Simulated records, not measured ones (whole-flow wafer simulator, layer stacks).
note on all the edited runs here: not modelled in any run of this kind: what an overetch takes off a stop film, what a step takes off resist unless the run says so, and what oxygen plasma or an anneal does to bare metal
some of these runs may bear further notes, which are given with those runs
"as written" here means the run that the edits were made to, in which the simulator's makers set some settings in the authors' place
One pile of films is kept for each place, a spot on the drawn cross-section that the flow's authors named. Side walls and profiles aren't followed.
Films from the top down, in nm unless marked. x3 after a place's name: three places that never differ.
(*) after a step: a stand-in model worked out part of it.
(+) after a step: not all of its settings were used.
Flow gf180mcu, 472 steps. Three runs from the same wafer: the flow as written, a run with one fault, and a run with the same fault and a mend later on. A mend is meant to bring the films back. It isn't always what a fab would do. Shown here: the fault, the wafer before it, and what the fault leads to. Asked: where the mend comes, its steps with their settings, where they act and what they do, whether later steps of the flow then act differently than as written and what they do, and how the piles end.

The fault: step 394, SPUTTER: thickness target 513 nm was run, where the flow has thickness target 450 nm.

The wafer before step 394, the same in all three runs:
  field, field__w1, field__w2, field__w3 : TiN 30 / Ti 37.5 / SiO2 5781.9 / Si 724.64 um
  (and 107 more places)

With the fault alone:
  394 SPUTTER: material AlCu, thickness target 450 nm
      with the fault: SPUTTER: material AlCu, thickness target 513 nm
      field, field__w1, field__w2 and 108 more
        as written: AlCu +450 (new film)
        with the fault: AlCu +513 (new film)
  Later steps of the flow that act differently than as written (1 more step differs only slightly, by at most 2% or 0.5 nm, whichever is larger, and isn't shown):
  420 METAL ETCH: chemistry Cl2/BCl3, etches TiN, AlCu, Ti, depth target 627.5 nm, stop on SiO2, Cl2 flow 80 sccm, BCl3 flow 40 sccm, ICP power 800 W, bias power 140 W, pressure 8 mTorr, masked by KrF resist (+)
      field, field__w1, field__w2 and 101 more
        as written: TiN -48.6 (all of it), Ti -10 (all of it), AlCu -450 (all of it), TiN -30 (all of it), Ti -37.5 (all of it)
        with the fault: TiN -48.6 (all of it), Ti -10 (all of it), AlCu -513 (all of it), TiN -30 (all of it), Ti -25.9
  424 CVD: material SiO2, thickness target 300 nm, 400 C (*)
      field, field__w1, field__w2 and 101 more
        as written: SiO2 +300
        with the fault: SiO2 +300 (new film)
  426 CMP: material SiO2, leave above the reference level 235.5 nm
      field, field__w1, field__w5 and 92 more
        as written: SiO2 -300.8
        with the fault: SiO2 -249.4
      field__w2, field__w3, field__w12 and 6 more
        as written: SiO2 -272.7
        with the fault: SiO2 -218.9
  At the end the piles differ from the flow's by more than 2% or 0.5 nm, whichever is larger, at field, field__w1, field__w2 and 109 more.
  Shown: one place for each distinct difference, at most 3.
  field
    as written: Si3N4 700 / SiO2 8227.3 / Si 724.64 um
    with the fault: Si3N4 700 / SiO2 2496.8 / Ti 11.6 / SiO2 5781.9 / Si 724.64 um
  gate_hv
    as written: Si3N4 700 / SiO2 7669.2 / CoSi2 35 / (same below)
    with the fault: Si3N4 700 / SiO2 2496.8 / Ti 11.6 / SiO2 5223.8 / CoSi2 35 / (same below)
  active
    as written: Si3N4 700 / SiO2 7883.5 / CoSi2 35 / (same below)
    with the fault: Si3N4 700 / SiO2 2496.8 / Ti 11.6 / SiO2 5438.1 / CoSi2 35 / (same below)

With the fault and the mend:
  The mend comes after step 394.
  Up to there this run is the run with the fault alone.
  394a METAL ETCH: chemistry Cl2/BCl3, etches TiN, AlCu, Ti, depth target 63 nm, Cl2 flow 80 sccm, BCl3 flow 40 sccm, ICP power 800 W, bias power 140 W, pressure 8 mTorr (the flow's step 260 once more, with other settings)
      field, field__w1, field__w2 and 108 more
        AlCu -63
  No later step of the flow acts differently than as written at any place that is followed.
  At the end the piles are the same as the flow's at every place that both follow.
